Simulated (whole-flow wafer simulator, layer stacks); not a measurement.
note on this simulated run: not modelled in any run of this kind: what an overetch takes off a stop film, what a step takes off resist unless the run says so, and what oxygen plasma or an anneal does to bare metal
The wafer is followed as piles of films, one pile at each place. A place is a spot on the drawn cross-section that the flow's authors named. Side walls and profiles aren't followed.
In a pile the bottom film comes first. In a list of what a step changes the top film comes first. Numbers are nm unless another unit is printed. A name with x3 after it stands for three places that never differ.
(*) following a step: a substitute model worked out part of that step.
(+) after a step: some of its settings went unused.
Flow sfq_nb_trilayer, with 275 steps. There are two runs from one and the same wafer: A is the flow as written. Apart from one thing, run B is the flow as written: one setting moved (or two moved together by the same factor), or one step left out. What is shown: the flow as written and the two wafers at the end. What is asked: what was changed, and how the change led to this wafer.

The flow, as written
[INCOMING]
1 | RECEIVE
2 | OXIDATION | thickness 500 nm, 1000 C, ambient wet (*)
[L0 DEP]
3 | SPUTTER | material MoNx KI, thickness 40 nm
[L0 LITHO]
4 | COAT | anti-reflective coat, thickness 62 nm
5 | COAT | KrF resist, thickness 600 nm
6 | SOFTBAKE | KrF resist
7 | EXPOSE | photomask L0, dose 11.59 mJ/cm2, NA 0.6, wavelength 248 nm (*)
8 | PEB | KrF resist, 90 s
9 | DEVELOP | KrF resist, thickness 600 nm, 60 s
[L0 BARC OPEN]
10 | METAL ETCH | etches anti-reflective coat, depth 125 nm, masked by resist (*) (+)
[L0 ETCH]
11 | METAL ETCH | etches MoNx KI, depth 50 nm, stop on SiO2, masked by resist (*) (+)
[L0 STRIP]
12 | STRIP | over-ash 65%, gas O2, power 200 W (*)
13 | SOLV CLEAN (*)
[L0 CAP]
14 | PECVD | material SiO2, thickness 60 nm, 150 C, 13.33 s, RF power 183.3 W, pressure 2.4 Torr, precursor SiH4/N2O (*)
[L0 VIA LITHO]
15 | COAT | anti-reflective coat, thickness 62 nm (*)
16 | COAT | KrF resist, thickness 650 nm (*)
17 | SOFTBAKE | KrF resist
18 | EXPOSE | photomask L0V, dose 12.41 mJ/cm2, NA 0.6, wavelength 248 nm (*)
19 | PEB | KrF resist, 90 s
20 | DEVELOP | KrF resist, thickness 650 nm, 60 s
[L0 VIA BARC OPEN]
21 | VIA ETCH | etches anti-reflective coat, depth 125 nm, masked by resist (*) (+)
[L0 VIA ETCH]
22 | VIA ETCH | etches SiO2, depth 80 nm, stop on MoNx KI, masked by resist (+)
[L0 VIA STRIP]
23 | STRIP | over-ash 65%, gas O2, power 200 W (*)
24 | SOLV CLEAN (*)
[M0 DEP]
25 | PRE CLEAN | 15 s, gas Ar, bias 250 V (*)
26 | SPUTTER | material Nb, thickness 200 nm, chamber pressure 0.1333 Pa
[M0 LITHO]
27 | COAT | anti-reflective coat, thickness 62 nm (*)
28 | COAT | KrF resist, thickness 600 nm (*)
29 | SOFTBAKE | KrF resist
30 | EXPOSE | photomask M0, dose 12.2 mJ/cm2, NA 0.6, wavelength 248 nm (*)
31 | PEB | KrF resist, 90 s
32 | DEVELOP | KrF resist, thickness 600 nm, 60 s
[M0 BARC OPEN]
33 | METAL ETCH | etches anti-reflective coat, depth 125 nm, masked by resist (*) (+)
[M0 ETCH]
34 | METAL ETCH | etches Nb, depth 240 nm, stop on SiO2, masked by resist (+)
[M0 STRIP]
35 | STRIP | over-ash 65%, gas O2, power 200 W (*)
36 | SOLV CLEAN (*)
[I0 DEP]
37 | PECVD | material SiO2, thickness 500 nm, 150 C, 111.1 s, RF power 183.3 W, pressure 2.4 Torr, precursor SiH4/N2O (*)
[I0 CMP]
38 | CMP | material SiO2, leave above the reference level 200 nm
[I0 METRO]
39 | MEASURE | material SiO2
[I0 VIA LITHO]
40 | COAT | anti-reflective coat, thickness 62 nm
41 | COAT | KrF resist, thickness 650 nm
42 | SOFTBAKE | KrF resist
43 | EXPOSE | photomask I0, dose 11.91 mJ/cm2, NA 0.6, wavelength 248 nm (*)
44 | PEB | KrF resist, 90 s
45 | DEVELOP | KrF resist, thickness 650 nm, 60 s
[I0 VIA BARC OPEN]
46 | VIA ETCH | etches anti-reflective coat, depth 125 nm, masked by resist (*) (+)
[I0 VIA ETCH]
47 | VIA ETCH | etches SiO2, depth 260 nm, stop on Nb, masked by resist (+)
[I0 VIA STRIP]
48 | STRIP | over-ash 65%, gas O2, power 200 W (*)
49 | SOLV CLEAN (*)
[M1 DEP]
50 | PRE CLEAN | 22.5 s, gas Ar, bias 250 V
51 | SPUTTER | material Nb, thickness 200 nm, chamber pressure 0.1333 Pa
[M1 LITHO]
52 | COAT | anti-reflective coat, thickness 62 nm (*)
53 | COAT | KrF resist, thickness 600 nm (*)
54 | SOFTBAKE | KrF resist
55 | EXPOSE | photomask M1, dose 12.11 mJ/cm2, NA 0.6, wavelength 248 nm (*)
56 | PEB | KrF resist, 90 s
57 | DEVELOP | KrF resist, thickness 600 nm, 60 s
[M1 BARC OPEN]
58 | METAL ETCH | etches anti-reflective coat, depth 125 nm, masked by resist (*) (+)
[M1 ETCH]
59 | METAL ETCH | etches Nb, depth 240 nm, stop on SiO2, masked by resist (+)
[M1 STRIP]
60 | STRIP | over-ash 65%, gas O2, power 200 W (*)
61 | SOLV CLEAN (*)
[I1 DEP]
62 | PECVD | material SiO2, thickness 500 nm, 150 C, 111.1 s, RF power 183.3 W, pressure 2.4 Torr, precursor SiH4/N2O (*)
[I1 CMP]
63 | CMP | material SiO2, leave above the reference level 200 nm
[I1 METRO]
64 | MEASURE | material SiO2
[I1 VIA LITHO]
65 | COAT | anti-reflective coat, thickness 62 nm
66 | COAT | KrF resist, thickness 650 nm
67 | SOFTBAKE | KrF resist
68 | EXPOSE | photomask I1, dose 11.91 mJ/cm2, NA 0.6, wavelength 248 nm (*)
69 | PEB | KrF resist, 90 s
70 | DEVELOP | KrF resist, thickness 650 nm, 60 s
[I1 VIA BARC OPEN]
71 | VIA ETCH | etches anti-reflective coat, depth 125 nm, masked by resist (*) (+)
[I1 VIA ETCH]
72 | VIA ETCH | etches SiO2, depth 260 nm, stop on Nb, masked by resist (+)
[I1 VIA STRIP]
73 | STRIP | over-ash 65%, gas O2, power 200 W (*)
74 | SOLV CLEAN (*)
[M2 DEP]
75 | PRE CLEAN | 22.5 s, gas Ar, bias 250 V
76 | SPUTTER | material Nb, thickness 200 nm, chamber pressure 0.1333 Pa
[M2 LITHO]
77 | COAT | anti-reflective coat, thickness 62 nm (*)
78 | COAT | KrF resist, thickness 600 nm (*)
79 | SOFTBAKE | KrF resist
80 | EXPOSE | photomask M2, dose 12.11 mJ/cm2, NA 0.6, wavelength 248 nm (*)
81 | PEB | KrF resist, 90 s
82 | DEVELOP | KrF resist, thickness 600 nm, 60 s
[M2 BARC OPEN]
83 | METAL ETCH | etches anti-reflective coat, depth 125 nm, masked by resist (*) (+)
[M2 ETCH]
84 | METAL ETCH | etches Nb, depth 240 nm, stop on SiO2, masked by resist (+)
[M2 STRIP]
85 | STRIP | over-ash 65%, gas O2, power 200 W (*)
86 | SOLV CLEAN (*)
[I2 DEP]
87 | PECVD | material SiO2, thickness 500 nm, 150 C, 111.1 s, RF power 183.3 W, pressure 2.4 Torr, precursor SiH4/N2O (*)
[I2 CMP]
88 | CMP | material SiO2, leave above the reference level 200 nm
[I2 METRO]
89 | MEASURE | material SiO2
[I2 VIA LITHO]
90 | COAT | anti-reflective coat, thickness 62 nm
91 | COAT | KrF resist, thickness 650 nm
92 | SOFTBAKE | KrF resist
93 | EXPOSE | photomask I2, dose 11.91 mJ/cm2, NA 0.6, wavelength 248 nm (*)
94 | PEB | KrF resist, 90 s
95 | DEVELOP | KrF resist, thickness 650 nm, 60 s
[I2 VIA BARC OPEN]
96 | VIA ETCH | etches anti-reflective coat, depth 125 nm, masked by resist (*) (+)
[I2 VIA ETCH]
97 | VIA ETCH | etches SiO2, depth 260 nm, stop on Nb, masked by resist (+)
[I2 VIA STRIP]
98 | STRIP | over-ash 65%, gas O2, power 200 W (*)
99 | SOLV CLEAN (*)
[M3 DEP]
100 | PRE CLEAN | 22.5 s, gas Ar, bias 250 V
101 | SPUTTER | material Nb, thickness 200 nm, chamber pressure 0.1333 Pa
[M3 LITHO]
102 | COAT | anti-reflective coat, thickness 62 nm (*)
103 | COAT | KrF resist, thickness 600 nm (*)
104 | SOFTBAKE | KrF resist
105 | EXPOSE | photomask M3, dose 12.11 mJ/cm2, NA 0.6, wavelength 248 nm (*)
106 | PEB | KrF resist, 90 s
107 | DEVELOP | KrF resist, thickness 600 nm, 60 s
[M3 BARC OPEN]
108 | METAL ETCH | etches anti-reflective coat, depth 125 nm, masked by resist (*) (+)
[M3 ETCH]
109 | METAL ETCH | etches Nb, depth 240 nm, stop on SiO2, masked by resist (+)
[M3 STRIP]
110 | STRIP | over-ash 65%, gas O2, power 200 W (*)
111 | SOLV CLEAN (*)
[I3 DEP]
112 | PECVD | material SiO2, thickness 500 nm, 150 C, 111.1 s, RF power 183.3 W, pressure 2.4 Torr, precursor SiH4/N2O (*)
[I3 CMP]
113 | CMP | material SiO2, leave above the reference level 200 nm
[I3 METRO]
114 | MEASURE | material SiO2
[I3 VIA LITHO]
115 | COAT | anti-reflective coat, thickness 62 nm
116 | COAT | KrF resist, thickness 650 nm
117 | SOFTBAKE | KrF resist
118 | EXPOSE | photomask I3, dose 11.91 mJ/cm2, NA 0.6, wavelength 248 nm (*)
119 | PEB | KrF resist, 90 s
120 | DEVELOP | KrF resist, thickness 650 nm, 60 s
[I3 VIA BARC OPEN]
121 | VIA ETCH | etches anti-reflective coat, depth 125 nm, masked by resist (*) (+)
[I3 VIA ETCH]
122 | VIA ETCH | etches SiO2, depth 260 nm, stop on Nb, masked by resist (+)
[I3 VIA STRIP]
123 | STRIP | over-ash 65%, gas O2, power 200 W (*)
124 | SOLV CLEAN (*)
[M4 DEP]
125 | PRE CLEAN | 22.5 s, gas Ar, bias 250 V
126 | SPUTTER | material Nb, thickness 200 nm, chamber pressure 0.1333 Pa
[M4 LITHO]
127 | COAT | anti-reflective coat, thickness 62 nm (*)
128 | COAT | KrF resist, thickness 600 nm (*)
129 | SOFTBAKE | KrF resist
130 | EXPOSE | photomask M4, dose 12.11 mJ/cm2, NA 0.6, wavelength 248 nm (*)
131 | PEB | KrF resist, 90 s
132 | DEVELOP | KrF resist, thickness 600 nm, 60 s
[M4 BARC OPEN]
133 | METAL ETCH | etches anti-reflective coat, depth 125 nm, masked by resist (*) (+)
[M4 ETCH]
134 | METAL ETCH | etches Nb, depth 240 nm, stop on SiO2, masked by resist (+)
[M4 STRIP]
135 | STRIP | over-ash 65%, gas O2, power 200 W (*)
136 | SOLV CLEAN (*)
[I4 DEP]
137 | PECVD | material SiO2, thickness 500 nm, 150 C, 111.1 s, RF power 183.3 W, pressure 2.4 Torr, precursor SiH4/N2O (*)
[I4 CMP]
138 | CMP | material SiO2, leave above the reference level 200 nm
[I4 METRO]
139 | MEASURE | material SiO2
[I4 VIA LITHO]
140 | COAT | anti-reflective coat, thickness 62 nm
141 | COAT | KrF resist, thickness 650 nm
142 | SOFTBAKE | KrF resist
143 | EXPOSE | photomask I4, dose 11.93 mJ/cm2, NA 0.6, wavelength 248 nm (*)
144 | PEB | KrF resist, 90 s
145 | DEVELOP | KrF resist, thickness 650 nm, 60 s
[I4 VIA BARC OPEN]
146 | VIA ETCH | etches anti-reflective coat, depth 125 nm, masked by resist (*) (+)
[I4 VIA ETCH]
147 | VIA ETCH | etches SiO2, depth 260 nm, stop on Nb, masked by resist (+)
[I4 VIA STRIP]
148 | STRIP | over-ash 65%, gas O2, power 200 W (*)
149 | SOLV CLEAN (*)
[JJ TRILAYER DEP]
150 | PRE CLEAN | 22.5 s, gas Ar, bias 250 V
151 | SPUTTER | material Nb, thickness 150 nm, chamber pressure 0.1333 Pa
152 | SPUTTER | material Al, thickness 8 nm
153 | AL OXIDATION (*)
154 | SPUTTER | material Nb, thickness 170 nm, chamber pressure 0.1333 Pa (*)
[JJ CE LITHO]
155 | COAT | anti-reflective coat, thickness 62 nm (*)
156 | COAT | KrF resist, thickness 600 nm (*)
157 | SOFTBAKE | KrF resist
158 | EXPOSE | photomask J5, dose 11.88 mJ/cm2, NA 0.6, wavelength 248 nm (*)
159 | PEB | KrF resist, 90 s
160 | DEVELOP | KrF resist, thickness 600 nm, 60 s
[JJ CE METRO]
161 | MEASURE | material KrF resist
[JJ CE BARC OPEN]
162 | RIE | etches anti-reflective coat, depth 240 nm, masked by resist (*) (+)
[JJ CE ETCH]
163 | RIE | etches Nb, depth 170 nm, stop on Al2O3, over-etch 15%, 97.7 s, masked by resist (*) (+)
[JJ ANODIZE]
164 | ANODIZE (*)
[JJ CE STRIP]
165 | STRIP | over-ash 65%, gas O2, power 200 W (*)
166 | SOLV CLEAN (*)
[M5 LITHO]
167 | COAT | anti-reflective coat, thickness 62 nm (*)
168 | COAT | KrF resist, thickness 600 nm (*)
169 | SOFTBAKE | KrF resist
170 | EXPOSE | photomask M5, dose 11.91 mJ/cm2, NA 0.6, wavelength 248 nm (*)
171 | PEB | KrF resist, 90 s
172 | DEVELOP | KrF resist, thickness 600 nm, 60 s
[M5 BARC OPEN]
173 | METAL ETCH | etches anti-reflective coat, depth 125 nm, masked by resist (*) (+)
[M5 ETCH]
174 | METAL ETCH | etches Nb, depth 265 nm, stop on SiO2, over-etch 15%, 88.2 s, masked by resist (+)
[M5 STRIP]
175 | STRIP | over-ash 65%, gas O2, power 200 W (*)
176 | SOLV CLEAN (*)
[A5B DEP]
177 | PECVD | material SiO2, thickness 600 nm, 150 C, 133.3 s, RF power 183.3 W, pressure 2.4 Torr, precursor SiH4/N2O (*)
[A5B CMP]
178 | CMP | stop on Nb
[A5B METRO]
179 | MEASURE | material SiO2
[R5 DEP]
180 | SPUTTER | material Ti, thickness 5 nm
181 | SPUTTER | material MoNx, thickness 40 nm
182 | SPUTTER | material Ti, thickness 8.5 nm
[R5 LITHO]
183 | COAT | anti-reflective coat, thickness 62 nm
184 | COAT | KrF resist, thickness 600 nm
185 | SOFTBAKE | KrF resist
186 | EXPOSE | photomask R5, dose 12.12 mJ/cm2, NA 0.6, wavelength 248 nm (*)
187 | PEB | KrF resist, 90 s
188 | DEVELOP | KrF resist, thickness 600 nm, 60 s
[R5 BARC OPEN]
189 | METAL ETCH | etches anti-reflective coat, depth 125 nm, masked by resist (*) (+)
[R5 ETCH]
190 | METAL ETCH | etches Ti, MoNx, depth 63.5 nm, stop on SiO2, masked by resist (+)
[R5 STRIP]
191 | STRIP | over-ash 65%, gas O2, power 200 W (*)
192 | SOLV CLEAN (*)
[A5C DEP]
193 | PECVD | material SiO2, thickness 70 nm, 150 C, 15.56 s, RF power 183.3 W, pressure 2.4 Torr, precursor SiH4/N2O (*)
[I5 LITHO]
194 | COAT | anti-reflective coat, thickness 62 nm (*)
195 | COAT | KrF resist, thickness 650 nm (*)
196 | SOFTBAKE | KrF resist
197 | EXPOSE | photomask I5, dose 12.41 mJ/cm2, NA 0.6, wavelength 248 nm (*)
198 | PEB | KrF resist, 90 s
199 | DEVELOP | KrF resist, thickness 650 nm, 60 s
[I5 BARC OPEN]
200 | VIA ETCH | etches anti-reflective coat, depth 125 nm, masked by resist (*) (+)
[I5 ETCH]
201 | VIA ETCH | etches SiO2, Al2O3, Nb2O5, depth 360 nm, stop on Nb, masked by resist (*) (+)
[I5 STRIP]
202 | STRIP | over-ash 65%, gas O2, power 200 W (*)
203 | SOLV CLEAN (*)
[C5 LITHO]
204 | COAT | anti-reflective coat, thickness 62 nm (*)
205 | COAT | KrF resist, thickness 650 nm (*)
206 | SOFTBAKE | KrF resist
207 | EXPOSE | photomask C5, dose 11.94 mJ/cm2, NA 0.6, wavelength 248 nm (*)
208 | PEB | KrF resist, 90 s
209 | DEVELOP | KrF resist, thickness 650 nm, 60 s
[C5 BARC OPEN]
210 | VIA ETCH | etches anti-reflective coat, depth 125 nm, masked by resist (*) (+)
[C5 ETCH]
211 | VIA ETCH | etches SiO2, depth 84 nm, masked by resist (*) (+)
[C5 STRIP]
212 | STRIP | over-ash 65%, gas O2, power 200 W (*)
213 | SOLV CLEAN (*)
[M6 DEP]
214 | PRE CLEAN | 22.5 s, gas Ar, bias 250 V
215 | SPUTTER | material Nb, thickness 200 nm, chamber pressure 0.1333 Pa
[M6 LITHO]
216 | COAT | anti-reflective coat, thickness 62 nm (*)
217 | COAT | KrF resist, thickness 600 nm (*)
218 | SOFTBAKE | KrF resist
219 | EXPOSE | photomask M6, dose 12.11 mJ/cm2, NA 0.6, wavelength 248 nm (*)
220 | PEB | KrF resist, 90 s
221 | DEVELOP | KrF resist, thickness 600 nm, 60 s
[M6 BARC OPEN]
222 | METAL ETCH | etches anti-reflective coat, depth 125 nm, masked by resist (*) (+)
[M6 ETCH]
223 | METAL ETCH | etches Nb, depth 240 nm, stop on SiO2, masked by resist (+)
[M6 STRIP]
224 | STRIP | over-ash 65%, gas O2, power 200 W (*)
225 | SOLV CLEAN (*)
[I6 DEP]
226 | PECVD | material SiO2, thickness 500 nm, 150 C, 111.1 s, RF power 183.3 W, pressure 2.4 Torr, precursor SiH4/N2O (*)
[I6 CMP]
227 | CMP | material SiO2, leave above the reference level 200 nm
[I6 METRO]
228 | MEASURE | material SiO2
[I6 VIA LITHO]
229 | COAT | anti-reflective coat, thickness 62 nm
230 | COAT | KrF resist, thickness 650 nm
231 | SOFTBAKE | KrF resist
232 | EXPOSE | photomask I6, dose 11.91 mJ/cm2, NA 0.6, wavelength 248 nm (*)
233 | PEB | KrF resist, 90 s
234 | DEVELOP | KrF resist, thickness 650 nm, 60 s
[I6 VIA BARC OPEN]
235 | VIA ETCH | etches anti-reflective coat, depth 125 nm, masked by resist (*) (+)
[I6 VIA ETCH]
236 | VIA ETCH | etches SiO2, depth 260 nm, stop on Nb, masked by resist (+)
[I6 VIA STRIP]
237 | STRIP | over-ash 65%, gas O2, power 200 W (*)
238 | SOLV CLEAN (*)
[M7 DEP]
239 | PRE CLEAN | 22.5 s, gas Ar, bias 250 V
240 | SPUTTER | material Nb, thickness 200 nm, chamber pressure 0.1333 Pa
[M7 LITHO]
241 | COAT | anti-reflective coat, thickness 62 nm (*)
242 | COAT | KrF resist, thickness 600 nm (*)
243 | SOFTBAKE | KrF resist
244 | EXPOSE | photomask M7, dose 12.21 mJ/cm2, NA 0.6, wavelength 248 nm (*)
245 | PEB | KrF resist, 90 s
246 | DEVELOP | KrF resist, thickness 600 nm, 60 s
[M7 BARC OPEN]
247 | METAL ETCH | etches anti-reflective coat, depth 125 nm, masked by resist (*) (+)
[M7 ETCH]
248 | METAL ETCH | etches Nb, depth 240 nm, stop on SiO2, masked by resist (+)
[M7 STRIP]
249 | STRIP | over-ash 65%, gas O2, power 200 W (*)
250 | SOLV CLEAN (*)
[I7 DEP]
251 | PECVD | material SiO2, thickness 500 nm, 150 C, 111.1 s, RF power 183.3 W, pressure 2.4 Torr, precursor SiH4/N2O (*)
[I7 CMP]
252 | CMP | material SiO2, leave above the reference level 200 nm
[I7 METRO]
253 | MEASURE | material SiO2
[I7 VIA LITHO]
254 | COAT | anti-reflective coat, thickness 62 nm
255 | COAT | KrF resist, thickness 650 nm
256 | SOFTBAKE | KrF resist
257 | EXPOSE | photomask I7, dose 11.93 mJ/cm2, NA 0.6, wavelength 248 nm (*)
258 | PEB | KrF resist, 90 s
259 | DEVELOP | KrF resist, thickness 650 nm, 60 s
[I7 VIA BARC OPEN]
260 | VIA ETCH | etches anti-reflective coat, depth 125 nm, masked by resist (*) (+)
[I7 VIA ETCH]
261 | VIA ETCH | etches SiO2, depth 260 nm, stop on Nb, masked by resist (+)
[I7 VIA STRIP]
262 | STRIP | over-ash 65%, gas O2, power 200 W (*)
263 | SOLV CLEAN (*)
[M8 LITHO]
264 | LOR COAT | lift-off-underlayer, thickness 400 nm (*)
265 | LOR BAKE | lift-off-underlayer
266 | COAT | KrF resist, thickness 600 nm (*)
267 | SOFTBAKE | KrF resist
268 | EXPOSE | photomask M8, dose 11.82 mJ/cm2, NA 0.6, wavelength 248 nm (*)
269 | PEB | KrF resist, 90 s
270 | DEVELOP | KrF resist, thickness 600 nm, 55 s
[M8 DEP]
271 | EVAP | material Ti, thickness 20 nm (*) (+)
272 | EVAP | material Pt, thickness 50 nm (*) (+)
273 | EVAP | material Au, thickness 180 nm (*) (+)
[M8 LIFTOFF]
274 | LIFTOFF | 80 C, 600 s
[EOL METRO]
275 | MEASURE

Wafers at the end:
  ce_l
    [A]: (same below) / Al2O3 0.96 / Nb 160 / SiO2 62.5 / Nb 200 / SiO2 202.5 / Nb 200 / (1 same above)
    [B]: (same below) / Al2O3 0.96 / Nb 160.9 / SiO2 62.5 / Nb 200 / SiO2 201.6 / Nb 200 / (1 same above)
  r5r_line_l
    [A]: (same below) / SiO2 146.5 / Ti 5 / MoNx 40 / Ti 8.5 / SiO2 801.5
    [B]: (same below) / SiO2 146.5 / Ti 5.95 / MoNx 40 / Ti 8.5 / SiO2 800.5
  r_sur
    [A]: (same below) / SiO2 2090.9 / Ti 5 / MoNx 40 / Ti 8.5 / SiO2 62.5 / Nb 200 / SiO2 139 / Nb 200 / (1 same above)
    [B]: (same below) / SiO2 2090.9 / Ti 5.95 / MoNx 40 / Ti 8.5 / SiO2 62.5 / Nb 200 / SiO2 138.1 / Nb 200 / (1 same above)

The reason: step 180, SPUTTER: thickness 5.95 nm was run, while the flow as written has thickness 5 nm.
One can read it off the wafer: r5r_line_l has Ti 5.95, and step 180 as written asks for 5 nm.

The path from the change to this, step by step:
  180 | SPUTTER | material Ti, thickness 5 nm
      field_l, v_sur, via_wl and 103 more: A +5 Ti (new film) | B +5.95 Ti (new film)
  190 | METAL ETCH | etches Ti, MoNx, depth 63.5 nm, stop on SiO2, masked by resist (+)
      field_l, v_sur, via_wl and 92 more: A -8.5 Ti (all of it), -40 MoNx (all of it), -5 Ti (all of it) | B -8.5 Ti (all of it), -40 MoNx (all of it), -5.95 Ti (all of it)
      ce_l, c5j, ce_r, wl_jj: A -8.5 Ti (all of it), -40 MoNx (all of it), -5 Ti (all of it), -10 Nb | B -8.5 Ti (all of it), -40 MoNx (all of it), -5.95 Ti (all of it), -9.05 Nb
